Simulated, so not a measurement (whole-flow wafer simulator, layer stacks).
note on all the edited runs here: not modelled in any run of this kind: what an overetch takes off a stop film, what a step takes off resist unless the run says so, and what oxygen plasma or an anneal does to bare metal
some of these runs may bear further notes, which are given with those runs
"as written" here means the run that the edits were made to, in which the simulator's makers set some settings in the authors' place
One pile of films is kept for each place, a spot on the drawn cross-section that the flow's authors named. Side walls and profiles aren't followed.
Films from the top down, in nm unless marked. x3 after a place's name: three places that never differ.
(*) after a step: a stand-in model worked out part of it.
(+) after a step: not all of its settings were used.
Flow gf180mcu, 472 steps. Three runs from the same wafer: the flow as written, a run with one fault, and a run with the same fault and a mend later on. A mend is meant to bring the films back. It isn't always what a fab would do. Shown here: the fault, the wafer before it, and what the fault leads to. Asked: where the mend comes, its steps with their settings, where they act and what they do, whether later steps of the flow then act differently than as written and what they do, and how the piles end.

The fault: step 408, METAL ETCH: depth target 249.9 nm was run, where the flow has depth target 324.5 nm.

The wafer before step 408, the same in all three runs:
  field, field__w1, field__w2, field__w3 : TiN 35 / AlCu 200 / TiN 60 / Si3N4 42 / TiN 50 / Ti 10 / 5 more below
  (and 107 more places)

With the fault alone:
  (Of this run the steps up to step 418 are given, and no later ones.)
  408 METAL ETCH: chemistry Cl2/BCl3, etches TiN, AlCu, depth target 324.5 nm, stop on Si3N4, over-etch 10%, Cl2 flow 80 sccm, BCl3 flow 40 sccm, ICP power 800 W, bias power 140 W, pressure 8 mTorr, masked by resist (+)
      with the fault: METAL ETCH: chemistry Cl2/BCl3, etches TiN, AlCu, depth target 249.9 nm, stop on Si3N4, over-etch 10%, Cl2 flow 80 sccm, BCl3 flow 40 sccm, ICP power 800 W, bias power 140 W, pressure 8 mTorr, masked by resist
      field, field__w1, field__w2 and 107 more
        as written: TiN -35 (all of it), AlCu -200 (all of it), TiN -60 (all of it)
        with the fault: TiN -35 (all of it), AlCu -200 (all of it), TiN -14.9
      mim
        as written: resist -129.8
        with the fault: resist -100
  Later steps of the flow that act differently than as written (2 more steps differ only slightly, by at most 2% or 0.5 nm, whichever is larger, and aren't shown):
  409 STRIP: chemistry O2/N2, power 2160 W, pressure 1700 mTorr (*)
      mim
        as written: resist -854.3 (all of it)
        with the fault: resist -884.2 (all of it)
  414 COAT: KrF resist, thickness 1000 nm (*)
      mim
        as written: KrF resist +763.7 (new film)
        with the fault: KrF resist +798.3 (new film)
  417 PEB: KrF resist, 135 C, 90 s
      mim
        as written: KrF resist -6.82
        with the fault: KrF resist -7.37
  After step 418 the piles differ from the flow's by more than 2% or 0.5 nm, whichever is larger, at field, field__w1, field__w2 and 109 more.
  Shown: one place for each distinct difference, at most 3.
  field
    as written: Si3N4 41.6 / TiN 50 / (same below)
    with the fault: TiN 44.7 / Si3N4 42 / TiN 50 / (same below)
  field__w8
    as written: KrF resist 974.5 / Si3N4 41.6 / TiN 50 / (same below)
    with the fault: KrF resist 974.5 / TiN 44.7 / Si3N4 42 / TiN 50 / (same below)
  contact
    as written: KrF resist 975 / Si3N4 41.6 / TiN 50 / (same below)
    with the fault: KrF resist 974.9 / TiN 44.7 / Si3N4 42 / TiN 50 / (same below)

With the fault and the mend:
  The mend comes after step 410.
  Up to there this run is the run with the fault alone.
  410a DEHYDRATE: 200 C, 60 s (the flow's step 401 once more)
      changes no film at any place that is followed
  410b HMDS: 120 C, 60 s (the flow's step 402 once more)
      changes no film at any place that is followed
  410c COAT: resist, thickness 1000 nm (*) (the flow's step 403 once more)
      field__w8, m1__w1, iso_ptap_pw and 39 more
        resist +1000 (new film)
      field_sub__w1, field_sub__w5, n_well, sd_p, gate_p, nw_enc_fld_lv, nw_enc_fld_lv__w3
        resist +1000.9 (new film)
      p_well, sti, spacer, sd_n, mim_1p0, pad, dice_street
        resist +1000.5 (new film)
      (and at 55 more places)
  410d SOFTBAKE: resist (the flow's step 404 once more)
      field__w2
        resist +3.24
      field__w3
        resist +3.4
      field__w5
        resist -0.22
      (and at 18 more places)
  410e EXPOSE: photomask FuseTop (the flow's step 405 once more)
      changes no film at any place that is followed
  410f PEB: resist, 70.3 s (the flow's step 406 once more)
      field, field__w1, field__w5 and 95 more
        resist -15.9
      field__w2, field__w3, field__w12, pplus_u, nw_enc_fld_lv__w1, nw_enc_fld_lv__w4
        resist -16
      field__w11, field__w13, ppoly_u, npoly_sal
        resist -16.2
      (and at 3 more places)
  410g DEVELOP: thickness 1000 nm, 60 s (the flow's step 407 once more)
      field__w8, m1__w1, iso_ptap_pw and 39 more
        resist -984.1 (all of it)
      p_well, sti, spacer, sd_n, mim_1p0, pad, dice_street
        resist -984.7 (all of it)
      field, ld_gate_p, ld_acc_p, ld_fp_p, ld_drift_p, ld_drn_p
        resist -985.5 (all of it)
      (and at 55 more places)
  410h METAL ETCH: chemistry Cl2/BCl3, etches TiN, AlCu, depth target 74.6 nm, stop on Si3N4, over-etch 10%, Cl2 flow 80 sccm, BCl3 flow 40 sccm, ICP power 800 W, bias power 140 W, pressure 8 mTorr, masked by resist (+) (the flow's step 408 once more, with other settings)
      field, field__w1, field__w2 and 107 more
        TiN -44.7 (all of it)
      mim
        resist -19.7
  410i STRIP: chemistry O2/N2, power 2160 W, pressure 1700 mTorr (*) (the flow's step 409 once more)
      mim
        resist -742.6 (all of it)
  410j STRIP: chemistry post etch residue remover, 72.5 C, 1200 s (*) (the flow's step 410 once more)
      field, field__w1, field__w2 and 107 more
        Si3N4 -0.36
      mim
        TiN -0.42
  No later step of the flow acts differently than as written, at any place that is followed, by more than 2% or 0.5 nm, whichever is larger.
  At the end the piles differ from the flow's only slightly at the places that both follow, by at most 2% or 0.5 nm, whichever is larger.
